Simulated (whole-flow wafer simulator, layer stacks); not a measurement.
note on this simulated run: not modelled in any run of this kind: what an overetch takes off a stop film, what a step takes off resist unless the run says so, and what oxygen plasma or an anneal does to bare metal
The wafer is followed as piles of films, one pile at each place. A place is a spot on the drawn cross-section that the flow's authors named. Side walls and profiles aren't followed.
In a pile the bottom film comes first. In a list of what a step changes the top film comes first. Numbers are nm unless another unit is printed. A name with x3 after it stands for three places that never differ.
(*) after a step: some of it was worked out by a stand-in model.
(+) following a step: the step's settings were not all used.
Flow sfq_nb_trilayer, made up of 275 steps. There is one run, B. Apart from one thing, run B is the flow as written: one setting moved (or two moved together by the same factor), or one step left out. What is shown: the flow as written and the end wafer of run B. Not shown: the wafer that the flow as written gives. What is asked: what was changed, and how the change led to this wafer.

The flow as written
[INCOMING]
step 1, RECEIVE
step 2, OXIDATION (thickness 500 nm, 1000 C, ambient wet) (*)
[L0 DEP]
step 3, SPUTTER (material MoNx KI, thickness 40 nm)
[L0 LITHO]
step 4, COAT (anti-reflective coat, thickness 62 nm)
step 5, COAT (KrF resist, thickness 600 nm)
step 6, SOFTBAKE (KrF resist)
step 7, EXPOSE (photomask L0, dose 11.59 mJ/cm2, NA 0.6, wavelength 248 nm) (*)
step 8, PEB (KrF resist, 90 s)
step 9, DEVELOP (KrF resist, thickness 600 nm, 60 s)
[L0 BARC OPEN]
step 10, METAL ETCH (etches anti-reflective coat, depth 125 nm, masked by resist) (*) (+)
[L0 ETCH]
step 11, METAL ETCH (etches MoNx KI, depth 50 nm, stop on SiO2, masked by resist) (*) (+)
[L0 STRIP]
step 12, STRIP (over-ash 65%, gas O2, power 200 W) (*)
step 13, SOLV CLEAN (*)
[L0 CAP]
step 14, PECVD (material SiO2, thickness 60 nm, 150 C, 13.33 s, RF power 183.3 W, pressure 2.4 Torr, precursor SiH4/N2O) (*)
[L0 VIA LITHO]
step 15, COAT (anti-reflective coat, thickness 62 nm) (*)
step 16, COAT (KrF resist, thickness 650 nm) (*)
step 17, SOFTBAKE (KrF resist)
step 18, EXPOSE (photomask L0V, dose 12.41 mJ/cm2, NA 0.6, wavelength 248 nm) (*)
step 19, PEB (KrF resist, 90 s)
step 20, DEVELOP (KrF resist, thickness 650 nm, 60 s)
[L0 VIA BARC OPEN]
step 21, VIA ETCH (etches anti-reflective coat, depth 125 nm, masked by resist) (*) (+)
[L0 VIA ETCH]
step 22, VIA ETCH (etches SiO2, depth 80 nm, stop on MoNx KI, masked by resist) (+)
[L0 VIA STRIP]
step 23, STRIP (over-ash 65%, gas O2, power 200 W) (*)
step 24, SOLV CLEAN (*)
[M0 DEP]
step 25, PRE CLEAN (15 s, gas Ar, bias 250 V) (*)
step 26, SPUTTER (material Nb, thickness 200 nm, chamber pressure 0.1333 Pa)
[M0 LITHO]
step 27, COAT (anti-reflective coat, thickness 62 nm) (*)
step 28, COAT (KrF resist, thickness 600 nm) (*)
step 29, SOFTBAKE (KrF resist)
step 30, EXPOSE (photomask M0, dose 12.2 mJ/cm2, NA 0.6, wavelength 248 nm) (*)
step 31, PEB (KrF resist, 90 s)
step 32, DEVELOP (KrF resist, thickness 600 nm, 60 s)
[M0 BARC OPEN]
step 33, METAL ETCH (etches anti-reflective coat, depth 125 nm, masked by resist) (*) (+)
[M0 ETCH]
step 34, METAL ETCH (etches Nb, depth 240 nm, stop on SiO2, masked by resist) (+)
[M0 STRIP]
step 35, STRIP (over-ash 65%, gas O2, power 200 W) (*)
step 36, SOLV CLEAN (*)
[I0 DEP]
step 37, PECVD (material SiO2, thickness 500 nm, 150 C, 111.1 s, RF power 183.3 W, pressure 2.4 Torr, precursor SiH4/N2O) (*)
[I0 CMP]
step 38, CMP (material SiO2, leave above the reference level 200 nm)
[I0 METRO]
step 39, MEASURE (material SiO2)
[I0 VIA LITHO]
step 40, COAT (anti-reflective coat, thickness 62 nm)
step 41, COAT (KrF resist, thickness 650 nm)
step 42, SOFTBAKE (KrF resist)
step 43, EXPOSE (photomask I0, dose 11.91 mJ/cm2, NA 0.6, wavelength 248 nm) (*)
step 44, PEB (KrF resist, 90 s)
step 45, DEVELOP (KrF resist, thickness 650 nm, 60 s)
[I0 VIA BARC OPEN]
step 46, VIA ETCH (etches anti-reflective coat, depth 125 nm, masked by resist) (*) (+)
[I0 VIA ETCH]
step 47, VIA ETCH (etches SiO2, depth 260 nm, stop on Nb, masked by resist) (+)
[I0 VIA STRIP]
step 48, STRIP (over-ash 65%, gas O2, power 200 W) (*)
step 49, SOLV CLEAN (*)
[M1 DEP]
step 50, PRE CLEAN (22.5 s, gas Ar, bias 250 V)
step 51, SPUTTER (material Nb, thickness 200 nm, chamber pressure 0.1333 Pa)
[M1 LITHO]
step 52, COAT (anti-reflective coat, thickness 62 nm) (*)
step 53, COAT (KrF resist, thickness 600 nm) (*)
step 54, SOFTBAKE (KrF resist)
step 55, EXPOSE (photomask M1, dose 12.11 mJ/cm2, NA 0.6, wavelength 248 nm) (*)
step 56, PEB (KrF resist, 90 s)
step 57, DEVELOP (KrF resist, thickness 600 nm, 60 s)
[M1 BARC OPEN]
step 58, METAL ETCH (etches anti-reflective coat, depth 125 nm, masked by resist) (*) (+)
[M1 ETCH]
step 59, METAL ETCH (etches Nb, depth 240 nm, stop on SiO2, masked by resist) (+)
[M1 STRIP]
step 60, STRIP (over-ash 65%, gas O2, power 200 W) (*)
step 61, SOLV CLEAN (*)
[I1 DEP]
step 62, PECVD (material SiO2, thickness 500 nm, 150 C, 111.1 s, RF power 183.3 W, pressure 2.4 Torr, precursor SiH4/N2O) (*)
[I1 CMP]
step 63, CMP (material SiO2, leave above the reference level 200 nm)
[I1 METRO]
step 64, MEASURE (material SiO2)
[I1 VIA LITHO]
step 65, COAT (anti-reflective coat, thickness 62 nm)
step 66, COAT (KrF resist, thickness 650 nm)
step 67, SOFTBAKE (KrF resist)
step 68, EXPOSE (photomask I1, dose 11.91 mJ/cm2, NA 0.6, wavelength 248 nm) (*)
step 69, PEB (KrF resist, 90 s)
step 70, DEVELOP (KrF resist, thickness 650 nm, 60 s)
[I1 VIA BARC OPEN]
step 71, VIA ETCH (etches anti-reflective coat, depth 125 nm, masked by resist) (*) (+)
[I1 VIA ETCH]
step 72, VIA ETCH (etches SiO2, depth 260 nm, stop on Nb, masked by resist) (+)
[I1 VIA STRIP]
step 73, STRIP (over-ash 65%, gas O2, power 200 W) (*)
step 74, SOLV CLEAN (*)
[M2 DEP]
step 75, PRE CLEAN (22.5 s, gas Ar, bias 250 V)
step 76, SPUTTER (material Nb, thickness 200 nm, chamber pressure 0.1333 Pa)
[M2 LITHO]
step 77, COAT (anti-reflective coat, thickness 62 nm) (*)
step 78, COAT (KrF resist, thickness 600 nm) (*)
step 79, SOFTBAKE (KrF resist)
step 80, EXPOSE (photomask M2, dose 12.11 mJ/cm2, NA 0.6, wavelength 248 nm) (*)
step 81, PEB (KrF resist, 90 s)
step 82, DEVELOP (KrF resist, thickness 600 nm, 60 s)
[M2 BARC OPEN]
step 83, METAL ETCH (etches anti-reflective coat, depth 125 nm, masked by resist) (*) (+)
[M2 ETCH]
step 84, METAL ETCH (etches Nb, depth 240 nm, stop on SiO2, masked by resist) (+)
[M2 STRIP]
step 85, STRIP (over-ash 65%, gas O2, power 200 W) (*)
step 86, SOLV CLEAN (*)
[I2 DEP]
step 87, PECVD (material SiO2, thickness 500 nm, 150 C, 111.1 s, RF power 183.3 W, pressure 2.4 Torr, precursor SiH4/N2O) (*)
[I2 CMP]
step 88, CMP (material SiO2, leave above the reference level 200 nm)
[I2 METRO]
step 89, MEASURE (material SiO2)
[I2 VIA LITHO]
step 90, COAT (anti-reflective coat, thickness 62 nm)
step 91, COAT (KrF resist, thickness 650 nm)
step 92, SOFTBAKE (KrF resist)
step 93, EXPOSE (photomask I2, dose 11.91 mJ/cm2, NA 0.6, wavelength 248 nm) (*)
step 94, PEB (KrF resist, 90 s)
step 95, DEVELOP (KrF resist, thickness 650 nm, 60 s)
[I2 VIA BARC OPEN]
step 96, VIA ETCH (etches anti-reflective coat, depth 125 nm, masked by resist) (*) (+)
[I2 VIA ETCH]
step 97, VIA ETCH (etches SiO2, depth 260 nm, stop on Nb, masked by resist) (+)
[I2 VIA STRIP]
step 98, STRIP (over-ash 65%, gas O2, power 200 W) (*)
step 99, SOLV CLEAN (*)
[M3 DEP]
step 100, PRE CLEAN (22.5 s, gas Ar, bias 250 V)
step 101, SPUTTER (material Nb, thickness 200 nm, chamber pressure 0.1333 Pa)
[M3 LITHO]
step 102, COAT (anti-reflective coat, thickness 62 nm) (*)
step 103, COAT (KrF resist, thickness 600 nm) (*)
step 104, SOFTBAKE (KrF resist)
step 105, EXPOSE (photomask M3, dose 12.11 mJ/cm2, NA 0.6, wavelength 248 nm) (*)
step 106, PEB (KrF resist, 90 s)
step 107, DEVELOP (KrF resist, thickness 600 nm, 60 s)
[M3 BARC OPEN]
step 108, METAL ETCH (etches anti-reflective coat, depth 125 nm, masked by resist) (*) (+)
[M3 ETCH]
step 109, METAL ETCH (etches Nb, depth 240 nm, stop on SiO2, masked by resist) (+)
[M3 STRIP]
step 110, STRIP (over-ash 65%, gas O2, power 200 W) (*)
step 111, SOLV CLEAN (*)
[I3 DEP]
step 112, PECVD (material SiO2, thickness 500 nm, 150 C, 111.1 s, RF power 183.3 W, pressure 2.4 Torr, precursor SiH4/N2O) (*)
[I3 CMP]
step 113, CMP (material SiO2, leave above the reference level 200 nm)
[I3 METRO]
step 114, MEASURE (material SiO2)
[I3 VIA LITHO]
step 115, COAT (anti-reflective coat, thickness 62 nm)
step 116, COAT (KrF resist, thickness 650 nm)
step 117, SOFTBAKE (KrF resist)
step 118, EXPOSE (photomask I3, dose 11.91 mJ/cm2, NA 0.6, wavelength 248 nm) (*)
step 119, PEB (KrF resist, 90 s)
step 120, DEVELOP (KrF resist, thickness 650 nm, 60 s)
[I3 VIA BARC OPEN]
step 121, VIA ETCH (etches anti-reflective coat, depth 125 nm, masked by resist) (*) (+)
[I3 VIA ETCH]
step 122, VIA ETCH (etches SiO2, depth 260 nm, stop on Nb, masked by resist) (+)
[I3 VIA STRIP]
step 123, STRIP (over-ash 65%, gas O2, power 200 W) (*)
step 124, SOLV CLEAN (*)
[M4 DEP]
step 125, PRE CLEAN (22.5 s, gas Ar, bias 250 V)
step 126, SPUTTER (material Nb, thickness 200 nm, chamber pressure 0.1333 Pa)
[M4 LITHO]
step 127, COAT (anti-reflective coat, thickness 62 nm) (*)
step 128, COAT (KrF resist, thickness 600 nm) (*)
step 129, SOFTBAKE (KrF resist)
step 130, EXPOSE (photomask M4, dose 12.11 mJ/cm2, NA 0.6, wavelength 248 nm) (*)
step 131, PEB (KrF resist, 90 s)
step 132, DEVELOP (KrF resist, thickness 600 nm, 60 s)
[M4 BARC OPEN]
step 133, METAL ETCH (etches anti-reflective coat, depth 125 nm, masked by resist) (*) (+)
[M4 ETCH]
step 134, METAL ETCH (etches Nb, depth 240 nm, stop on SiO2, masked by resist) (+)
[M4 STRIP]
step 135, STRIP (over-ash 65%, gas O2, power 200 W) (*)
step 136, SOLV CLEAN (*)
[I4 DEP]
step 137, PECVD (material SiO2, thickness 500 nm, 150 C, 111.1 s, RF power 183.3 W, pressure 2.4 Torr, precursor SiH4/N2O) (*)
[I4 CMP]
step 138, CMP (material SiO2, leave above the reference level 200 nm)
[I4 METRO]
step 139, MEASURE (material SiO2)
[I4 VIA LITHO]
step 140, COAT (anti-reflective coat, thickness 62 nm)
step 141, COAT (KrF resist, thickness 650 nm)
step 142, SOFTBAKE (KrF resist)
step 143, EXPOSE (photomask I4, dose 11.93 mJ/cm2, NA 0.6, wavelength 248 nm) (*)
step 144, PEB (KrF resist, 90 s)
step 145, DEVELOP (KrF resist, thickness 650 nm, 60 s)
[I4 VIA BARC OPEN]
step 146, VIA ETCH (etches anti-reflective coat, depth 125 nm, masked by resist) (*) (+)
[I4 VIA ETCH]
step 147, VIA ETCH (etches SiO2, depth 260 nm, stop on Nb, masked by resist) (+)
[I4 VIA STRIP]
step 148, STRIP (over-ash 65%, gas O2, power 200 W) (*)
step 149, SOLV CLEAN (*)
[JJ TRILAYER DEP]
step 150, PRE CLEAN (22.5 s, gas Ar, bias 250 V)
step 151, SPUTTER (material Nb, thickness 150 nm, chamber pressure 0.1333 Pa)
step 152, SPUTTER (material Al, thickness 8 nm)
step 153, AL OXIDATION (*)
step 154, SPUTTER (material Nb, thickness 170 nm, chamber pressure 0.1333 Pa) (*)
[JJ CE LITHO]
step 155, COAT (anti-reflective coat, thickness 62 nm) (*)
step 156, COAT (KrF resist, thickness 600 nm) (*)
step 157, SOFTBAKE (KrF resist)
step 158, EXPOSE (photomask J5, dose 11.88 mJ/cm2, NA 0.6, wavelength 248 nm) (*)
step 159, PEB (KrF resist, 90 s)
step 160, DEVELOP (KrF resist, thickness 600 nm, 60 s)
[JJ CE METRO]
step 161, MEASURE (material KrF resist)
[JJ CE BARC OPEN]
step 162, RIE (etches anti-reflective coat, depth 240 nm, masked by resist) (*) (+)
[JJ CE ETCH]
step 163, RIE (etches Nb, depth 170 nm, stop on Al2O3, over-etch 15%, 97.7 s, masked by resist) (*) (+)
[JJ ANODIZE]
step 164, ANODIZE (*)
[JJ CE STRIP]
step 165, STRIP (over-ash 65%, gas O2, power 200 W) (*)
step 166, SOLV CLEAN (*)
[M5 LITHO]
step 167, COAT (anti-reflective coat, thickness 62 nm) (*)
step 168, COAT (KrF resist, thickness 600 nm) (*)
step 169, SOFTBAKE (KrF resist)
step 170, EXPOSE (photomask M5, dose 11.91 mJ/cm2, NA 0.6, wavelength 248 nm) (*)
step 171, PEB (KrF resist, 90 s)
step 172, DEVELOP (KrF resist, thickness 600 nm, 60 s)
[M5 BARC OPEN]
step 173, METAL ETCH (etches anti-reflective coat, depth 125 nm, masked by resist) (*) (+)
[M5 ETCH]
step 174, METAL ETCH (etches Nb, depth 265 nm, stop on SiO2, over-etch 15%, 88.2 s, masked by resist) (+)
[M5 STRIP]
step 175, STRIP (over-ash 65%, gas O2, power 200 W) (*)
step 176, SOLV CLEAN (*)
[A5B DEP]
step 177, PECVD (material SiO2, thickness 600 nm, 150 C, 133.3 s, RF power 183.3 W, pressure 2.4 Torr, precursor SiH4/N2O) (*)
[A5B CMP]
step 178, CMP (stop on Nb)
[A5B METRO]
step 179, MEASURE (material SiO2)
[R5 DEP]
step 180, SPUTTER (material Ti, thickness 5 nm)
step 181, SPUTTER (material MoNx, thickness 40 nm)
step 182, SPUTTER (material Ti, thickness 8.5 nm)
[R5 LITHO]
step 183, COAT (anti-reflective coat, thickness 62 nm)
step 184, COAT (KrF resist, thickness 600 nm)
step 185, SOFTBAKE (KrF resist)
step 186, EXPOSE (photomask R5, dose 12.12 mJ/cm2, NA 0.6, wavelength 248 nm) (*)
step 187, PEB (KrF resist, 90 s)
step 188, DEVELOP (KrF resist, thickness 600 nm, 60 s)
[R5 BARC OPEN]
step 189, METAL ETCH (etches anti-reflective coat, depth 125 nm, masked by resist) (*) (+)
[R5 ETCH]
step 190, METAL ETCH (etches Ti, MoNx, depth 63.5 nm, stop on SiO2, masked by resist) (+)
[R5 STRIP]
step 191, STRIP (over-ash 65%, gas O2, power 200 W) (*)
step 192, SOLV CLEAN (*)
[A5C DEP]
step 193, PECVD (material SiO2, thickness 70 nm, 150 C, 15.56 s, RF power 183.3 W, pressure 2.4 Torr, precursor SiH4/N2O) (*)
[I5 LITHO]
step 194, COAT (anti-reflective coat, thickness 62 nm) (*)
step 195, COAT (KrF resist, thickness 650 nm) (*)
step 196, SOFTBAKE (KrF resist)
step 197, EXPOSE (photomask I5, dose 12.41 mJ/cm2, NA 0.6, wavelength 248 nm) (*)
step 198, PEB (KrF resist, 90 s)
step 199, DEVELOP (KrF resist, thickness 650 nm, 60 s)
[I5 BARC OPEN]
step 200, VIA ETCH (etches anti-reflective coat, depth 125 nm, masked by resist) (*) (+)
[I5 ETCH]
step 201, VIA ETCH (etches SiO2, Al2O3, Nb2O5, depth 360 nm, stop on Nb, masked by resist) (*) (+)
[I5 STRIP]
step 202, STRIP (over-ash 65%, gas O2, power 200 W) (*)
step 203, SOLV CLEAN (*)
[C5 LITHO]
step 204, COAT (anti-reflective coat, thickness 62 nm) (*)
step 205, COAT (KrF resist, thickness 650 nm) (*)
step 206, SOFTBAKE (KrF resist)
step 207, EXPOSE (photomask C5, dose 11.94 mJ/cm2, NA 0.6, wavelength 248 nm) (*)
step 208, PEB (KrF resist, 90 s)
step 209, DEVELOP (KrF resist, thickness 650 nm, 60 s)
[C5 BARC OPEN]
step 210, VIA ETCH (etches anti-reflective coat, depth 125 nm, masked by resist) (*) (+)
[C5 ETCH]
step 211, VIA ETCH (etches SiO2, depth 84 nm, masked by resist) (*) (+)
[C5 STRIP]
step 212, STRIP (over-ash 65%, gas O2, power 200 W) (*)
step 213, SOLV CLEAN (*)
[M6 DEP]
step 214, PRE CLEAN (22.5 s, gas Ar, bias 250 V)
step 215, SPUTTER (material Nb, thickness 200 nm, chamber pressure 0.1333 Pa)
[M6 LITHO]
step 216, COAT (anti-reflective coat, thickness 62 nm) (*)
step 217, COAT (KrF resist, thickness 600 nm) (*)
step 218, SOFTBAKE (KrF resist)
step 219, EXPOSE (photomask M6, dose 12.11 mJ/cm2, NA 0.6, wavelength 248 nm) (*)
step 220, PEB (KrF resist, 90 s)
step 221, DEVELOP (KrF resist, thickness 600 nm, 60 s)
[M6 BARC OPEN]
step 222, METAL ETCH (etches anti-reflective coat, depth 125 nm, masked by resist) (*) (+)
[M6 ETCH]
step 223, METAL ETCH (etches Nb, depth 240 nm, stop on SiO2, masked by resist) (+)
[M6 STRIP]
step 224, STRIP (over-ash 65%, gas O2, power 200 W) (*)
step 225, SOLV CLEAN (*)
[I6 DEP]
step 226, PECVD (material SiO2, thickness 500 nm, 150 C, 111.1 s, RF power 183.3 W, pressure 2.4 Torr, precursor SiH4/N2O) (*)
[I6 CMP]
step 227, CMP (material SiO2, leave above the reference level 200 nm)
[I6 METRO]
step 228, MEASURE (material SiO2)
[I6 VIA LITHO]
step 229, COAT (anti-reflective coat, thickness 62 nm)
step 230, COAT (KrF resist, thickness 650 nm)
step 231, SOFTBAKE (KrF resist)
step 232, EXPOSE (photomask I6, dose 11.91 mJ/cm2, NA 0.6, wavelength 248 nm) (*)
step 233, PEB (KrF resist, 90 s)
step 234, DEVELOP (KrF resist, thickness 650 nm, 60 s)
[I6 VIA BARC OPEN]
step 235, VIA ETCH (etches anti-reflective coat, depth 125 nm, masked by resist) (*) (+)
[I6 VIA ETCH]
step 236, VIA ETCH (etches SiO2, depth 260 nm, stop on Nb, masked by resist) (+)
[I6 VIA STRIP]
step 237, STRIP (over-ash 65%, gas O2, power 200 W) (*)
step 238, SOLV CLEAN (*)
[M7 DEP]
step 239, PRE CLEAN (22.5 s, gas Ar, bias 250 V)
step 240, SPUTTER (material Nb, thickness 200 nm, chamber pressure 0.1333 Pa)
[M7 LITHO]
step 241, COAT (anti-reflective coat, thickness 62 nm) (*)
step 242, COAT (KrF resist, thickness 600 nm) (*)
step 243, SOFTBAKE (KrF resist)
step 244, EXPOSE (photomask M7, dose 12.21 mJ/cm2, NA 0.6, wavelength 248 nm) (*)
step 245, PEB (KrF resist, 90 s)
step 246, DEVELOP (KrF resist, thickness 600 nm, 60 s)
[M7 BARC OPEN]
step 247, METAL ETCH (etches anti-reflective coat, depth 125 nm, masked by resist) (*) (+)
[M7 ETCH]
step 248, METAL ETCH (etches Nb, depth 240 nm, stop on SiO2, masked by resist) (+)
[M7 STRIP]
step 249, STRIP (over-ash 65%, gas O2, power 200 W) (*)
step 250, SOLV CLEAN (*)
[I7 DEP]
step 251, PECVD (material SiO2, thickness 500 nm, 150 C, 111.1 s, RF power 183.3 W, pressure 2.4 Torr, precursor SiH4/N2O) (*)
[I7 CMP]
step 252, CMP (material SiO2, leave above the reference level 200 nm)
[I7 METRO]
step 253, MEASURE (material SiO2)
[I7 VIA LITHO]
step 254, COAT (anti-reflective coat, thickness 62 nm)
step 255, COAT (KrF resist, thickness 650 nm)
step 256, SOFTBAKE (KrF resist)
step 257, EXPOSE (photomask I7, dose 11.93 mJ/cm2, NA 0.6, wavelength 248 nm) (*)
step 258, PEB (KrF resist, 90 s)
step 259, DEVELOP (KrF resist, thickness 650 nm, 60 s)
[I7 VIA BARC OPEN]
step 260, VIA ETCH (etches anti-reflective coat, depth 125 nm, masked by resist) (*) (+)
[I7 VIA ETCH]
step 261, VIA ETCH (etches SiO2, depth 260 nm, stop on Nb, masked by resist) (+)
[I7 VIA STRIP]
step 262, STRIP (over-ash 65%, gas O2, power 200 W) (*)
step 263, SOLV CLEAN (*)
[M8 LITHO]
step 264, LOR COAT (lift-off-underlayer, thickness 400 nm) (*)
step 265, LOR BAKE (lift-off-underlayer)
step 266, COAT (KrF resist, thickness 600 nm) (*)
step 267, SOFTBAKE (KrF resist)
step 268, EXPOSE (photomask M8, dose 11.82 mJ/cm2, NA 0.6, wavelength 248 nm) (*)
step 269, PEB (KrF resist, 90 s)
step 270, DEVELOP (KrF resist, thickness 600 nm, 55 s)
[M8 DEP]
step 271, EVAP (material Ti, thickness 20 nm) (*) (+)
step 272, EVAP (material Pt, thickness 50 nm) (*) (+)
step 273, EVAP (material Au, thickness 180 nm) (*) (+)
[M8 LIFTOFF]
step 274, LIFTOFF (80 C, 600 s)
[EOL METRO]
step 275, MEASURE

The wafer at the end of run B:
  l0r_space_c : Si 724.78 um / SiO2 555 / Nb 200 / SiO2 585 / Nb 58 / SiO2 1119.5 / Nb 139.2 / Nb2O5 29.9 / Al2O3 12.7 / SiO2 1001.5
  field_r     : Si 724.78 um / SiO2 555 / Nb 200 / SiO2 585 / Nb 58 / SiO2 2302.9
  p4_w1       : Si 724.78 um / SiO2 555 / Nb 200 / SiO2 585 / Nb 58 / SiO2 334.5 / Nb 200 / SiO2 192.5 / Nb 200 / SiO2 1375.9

Cause: step 84, METAL ETCH: depth 142 nm was run, whereas the flow has depth 240 nm.

How this came from the change, step by step:
  step 84, METAL ETCH (etches Nb, depth 240 nm, stop on SiO2, masked by resist) (+)
      field_l, be, be_sur and 81 more: Nb loses 142 (as written it would have been: Nb loses 200 (all of it))
      v_sur, via_wl, via_w and 19 more: KrF resist loses 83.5 (as written it would have been: KrF resist loses 141.2)
  step 85, STRIP (over-ash 65%, gas O2, power 200 W) (*)
      wl_j_sl, wl_jj, wl_j_sr and 12 more: KrF resist loses 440 (all of it), anti-reflective coat loses 62 (all of it) (as written it would have been: KrF resist loses 382.4 (all of it), anti-reflective coat loses 62 (all of it))
      v_sur: KrF resist loses 437.7 (all of it), anti-reflective coat loses 61.4 (all of it) (as written it would have been: KrF resist loses 380 (all of it), anti-reflective coat loses 61.4 (all of it))
      (as well as at 6 more places)
  step 87, PECVD (material SiO2, thickness 500 nm, 150 C, 111.1 s, RF power 183.3 W, pressure 2.4 Torr, precursor SiH4/N2O) (*)
      field_l, be, be_sur and 81 more: SiO2 gains 500 (new film) (as written it would have been: SiO2 gains 500)
  step 88, CMP (material SiO2, leave above the reference level 200 nm)
      field_l, be, be_sur and 81 more: SiO2 loses 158 (as written it would have been: SiO2 loses 100)
Taking metal films that touch as one body, l0r_space_c has 3 bodies (between them, from the top down: SiO2 1119.5; SiO2 585); the flow as written gives 2 bodies (between them, from the top down: SiO2 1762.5).
Taking metal films that touch as one body, field_r has 2 bodies (between them, from the top down: SiO2 585); the flow as written gives 1 body.
Taking metal films that touch as one body, p4_w1 has 4 bodies (between them, from the top down: SiO2 192.5; SiO2 334.5; SiO2 585); the flow as written gives 3 bodies (between them, from the top down: SiO2 192.5; SiO2 977.5).
